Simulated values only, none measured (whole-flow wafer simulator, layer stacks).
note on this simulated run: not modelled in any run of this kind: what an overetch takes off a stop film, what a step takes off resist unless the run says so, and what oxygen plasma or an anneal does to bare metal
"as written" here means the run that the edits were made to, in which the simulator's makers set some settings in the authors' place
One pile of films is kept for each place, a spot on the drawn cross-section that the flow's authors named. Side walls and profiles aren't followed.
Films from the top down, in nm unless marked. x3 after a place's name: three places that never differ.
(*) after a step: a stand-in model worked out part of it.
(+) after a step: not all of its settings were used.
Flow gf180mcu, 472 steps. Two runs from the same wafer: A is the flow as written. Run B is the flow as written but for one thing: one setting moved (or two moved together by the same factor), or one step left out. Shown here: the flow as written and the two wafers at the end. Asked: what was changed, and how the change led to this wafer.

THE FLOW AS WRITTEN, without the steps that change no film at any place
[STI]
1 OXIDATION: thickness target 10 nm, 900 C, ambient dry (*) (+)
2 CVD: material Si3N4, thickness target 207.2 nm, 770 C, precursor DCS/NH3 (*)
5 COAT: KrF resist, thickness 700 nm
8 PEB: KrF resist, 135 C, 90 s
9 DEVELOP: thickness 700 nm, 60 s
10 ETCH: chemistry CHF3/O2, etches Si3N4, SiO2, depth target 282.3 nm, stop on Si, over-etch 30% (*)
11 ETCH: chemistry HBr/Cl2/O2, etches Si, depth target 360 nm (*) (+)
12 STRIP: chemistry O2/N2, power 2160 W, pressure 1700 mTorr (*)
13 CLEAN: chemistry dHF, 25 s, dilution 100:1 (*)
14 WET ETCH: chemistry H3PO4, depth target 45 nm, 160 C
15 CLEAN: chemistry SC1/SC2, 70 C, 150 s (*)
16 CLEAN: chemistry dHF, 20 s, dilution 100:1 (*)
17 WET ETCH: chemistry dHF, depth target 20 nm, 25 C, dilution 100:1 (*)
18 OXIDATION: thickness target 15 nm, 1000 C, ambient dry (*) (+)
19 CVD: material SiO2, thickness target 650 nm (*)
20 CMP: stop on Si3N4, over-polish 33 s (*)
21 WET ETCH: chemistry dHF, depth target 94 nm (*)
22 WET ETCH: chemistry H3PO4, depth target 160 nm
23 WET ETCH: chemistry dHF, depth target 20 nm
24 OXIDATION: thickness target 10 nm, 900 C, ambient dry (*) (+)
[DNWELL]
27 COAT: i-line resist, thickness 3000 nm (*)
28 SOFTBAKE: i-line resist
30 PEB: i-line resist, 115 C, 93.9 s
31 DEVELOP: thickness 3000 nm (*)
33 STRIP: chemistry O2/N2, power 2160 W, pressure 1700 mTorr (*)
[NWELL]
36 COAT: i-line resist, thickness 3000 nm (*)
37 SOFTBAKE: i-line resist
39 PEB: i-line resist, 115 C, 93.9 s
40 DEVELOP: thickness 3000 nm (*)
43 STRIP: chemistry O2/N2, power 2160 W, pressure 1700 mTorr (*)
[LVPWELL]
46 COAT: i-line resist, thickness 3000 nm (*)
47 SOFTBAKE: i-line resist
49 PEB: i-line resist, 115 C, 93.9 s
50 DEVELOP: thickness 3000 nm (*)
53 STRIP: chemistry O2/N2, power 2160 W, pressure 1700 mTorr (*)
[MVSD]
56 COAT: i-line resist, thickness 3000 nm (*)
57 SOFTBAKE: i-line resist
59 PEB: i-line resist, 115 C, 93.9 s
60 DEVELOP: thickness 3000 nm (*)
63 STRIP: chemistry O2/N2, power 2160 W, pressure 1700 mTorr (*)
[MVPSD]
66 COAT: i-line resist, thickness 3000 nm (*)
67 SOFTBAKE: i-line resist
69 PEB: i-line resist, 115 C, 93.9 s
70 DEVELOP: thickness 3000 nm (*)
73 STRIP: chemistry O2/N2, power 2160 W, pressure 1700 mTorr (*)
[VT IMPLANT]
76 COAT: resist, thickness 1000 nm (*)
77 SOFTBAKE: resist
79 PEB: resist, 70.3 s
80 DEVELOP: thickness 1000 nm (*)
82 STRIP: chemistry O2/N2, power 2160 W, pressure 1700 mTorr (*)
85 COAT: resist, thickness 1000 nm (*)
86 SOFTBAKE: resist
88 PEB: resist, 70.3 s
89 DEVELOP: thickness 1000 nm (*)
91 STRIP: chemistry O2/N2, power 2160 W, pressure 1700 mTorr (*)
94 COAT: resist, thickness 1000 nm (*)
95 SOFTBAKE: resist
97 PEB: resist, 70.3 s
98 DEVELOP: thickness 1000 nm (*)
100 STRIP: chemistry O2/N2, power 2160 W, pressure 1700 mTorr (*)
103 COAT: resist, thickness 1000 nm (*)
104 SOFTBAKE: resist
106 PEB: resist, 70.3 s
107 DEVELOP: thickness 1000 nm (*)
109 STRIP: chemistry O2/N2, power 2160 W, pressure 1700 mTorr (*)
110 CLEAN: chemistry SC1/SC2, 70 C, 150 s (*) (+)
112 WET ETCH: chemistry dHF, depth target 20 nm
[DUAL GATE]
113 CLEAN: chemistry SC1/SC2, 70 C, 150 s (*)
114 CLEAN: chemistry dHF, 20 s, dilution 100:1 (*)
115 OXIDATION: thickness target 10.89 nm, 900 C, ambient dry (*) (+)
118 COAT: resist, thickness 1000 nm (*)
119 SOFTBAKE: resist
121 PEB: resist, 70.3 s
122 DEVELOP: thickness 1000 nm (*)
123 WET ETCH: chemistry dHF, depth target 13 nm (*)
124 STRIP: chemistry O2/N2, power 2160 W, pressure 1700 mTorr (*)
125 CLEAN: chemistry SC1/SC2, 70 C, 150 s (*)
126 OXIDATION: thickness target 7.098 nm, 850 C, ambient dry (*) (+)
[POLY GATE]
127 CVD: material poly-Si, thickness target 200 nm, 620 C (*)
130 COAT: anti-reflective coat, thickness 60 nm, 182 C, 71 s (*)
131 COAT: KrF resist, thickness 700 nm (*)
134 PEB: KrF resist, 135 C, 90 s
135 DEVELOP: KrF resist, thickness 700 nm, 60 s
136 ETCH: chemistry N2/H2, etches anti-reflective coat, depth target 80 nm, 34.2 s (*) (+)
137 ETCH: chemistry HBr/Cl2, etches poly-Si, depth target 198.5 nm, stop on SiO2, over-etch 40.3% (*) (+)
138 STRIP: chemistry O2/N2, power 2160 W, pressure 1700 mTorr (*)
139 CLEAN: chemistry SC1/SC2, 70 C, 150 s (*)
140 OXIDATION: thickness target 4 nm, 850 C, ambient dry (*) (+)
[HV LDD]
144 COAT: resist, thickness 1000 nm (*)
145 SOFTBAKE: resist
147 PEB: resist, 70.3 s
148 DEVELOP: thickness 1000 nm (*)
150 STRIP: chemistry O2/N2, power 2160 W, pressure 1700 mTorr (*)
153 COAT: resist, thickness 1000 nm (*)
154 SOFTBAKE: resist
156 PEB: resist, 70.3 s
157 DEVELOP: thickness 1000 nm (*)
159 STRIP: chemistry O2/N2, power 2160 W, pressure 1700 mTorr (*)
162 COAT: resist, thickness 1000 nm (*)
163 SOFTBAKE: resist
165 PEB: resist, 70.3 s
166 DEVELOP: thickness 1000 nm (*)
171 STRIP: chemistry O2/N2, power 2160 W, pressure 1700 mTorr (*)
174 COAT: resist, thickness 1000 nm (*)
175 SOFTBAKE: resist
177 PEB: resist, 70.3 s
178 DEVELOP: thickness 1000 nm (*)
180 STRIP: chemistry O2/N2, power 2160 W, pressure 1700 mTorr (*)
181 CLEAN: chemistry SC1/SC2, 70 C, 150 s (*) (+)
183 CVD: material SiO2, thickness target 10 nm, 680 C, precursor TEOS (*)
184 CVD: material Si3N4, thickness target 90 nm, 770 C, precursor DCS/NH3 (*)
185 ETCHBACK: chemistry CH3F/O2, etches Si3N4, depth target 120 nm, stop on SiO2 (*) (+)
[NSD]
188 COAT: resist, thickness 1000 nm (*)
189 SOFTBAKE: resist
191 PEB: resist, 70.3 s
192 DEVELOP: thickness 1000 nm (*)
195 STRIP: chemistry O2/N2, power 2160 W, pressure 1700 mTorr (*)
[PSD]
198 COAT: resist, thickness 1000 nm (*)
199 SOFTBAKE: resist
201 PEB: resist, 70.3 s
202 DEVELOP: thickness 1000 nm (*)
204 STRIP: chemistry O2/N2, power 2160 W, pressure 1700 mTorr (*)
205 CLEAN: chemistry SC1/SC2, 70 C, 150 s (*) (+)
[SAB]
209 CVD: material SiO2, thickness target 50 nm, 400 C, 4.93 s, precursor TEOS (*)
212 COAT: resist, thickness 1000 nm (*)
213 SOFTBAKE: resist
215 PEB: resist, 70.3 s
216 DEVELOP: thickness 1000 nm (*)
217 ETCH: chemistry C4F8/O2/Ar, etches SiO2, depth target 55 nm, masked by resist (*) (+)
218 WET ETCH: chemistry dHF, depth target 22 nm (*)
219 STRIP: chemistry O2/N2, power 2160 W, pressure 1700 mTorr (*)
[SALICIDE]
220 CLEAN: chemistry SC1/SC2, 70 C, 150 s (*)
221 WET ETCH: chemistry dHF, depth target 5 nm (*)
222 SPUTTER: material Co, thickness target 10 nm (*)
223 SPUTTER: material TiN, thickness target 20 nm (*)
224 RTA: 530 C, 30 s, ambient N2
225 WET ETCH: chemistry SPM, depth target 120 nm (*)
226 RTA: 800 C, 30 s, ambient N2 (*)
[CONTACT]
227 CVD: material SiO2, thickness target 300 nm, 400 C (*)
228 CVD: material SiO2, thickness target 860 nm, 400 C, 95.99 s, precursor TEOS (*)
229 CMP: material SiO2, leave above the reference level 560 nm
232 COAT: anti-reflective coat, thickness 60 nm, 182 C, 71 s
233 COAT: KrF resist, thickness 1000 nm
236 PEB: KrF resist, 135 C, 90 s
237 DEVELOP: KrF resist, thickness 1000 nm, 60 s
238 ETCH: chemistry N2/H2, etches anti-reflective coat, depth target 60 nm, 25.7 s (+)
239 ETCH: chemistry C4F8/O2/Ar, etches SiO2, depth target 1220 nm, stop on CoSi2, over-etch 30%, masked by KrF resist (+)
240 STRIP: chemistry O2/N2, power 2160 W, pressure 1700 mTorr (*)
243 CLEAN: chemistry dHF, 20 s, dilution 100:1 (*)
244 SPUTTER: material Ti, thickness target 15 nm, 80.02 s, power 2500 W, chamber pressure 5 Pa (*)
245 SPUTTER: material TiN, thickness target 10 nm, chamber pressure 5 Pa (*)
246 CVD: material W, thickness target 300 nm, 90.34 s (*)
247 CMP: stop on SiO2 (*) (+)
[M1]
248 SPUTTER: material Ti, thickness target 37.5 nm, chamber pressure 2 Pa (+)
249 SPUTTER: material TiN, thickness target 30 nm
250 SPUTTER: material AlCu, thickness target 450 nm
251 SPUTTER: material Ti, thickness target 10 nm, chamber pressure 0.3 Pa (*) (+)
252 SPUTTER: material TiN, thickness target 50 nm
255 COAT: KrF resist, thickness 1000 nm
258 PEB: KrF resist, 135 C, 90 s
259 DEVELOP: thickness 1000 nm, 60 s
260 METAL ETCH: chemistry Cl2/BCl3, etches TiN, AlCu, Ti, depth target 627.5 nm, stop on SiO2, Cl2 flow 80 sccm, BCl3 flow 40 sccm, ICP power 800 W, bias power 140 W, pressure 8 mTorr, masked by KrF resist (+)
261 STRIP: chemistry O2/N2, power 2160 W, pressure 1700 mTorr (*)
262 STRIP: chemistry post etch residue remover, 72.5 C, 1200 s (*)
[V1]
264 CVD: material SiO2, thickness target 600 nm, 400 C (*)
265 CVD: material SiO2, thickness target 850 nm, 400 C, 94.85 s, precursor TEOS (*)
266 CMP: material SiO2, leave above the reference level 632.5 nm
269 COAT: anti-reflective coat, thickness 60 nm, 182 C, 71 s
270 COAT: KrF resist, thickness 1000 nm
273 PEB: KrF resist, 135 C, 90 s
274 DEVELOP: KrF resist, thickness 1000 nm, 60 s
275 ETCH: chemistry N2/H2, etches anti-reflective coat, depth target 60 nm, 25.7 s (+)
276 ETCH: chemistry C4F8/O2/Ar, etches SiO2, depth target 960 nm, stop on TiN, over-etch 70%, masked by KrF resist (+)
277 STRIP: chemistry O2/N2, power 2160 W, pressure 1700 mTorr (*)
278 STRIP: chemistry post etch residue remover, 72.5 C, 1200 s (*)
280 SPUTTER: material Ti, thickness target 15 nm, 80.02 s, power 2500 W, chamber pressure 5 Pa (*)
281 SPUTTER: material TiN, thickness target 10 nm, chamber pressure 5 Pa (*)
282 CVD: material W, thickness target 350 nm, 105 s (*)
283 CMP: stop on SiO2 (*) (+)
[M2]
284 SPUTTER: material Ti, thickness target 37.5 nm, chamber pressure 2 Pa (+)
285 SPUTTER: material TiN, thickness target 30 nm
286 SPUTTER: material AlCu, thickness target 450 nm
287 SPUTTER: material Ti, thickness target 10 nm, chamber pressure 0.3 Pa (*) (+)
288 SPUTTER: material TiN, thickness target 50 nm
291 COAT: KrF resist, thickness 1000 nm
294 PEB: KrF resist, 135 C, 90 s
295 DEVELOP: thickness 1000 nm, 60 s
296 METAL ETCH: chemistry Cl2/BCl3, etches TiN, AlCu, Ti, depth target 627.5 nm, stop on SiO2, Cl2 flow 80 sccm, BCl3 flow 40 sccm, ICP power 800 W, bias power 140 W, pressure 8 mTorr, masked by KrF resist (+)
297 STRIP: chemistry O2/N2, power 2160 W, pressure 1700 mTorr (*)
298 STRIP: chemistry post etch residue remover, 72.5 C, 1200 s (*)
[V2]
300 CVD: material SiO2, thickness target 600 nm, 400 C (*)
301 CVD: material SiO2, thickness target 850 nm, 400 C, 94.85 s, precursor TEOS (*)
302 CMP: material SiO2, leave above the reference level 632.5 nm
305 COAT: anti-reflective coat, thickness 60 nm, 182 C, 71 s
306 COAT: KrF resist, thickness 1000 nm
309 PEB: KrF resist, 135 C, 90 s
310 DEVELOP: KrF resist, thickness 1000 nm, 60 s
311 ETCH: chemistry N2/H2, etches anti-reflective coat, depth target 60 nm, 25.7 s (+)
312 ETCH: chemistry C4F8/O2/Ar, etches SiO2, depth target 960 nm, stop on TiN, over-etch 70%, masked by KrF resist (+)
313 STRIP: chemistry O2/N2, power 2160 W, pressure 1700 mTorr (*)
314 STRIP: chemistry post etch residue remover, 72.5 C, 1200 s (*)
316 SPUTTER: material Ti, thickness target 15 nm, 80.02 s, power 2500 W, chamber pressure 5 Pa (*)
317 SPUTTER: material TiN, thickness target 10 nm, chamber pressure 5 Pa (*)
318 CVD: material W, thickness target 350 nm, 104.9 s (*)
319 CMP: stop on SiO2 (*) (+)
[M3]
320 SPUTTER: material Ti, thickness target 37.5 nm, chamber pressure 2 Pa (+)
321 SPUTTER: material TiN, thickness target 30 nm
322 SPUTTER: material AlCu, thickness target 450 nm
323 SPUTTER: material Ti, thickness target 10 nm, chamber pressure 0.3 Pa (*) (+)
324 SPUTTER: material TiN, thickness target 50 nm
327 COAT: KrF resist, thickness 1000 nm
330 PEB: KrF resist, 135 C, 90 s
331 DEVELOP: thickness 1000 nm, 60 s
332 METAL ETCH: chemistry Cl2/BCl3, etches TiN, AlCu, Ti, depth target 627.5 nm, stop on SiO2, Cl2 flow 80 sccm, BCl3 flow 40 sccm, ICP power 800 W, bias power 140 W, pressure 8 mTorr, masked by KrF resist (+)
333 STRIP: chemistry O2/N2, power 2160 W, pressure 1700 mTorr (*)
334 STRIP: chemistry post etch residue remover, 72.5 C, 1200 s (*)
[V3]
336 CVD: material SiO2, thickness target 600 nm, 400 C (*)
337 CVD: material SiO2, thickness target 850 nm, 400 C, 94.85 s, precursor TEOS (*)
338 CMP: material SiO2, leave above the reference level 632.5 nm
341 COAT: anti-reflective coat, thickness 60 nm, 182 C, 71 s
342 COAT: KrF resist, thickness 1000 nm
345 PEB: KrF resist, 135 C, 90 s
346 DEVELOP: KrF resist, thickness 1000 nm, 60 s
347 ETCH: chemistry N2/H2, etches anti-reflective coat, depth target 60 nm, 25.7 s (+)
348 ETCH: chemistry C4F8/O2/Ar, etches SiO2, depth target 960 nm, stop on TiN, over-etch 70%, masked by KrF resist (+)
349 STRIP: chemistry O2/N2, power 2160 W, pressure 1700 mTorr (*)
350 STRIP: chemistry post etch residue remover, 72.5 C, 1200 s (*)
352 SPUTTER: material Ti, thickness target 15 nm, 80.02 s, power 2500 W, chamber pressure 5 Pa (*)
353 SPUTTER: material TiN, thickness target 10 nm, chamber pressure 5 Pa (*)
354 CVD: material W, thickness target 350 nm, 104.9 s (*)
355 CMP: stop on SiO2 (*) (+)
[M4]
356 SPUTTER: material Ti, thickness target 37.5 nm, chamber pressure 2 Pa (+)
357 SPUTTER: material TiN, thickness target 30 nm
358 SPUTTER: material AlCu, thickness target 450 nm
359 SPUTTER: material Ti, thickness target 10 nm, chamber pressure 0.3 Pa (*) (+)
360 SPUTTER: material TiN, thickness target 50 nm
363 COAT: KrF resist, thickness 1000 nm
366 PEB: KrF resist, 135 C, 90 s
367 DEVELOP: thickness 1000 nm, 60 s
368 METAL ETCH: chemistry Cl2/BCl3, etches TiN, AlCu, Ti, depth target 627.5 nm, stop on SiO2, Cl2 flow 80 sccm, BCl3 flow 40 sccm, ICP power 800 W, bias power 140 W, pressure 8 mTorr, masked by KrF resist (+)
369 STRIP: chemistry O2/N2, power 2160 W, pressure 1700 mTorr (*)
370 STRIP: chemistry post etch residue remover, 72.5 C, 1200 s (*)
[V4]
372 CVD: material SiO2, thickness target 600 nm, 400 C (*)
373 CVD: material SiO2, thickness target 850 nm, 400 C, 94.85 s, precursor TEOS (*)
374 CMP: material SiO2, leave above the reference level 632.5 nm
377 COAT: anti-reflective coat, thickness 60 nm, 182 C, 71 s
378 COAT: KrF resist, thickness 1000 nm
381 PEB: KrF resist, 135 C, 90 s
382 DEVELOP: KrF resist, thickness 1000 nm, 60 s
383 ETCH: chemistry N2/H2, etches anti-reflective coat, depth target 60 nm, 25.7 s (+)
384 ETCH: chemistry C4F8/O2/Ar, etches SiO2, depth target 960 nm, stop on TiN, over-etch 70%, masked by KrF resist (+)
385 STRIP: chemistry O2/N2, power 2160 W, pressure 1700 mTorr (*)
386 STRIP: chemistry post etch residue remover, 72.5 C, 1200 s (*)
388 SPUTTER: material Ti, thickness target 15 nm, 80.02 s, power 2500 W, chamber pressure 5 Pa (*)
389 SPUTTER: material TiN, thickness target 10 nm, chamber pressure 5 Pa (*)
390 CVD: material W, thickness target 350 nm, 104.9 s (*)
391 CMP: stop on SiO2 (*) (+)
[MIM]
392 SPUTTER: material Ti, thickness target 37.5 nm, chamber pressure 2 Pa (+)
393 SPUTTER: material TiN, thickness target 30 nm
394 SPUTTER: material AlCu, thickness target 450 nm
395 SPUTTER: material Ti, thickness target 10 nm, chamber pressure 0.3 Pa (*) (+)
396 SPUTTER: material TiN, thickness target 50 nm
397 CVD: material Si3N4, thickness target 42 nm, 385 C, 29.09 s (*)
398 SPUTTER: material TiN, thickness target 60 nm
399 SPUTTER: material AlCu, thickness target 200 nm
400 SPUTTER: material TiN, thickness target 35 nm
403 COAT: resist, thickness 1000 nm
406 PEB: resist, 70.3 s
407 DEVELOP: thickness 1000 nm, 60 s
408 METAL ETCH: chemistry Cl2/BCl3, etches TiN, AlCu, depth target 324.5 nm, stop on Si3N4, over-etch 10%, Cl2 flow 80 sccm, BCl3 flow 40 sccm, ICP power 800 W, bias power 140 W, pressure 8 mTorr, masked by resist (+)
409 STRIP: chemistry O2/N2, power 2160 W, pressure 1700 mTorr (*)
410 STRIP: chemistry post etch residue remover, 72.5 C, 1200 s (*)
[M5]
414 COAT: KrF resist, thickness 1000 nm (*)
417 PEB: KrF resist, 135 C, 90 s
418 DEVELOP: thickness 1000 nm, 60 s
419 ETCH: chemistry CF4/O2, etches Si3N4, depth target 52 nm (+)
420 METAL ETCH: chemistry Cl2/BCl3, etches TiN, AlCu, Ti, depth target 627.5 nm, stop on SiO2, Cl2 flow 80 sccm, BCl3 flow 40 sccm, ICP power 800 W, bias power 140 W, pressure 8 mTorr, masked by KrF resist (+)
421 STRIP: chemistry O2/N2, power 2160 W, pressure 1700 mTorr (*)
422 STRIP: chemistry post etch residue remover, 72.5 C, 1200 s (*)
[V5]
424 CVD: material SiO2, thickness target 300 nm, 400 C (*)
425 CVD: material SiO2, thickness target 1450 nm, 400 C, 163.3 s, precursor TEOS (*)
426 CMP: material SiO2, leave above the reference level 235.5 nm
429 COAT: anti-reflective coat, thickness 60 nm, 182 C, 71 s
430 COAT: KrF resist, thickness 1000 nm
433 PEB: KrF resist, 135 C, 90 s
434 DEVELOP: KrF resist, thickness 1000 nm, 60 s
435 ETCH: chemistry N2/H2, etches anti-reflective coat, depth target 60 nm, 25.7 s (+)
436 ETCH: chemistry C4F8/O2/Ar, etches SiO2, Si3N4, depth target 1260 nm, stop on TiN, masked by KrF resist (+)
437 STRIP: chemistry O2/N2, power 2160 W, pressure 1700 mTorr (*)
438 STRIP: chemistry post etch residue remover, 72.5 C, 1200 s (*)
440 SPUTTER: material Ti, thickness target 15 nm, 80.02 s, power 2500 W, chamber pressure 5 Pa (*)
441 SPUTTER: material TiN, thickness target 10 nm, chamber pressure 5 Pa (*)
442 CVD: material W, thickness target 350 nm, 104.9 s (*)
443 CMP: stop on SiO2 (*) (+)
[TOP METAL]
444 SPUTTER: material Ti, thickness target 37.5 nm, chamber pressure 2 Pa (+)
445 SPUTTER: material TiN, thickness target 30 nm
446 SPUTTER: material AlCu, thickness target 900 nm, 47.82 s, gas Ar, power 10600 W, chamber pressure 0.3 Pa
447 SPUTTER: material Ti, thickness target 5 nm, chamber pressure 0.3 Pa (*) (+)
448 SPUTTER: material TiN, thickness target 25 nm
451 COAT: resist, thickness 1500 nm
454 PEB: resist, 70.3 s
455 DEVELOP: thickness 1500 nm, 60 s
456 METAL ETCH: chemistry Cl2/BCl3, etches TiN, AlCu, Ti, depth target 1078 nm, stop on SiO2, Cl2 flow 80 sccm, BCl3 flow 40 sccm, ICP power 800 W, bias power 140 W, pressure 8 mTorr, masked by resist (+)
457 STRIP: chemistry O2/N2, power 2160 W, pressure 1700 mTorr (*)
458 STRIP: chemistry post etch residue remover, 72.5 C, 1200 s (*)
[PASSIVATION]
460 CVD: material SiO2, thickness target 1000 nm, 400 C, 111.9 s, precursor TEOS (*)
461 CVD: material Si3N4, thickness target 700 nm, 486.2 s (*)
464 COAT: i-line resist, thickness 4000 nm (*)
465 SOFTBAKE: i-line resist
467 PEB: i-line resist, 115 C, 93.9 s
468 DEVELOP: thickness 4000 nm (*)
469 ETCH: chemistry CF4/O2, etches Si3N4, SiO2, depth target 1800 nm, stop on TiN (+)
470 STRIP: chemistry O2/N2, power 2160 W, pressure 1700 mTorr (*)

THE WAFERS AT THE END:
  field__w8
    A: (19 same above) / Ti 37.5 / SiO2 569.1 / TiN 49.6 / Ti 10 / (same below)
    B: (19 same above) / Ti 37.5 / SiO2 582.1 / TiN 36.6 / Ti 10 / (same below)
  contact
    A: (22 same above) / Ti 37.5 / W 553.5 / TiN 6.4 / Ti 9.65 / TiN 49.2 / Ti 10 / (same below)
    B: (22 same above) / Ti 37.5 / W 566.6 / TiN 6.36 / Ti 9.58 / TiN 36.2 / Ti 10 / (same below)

The cause: step 324, SPUTTER: thickness target 37 nm was run, where the flow has thickness target 50 nm.

How the change led to this, step by step:
  324 SPUTTER: material TiN, thickness target 50 nm
      field, field__w1, field__w2 and 108 more: A TiN +50 (new film) | B TiN +37 (new film)
  332 METAL ETCH: chemistry Cl2/BCl3, etches TiN, AlCu, Ti, depth target 627.5 nm, stop on SiO2, Cl2 flow 80 sccm, BCl3 flow 40 sccm, ICP power 800 W, bias power 140 W, pressure 8 mTorr, masked by KrF resist (+)
      field, field__w1, field__w2 and 103 more: A TiN -50 (all of it), Ti -10 (all of it), AlCu -450 (all of it), TiN -30 (all of it), Ti -37.5 (all of it) | B TiN -37 (all of it), Ti -10 (all of it), AlCu -450 (all of it), TiN -30 (all of it), Ti -37.5 (all of it)
  348 ETCH: chemistry C4F8/O2/Ar, etches SiO2, depth target 960 nm, stop on TiN, over-etch 70%, masked by KrF resist (+)
      contact: A SiO2 -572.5 (all of it) | B SiO2 -585.5 (all of it)
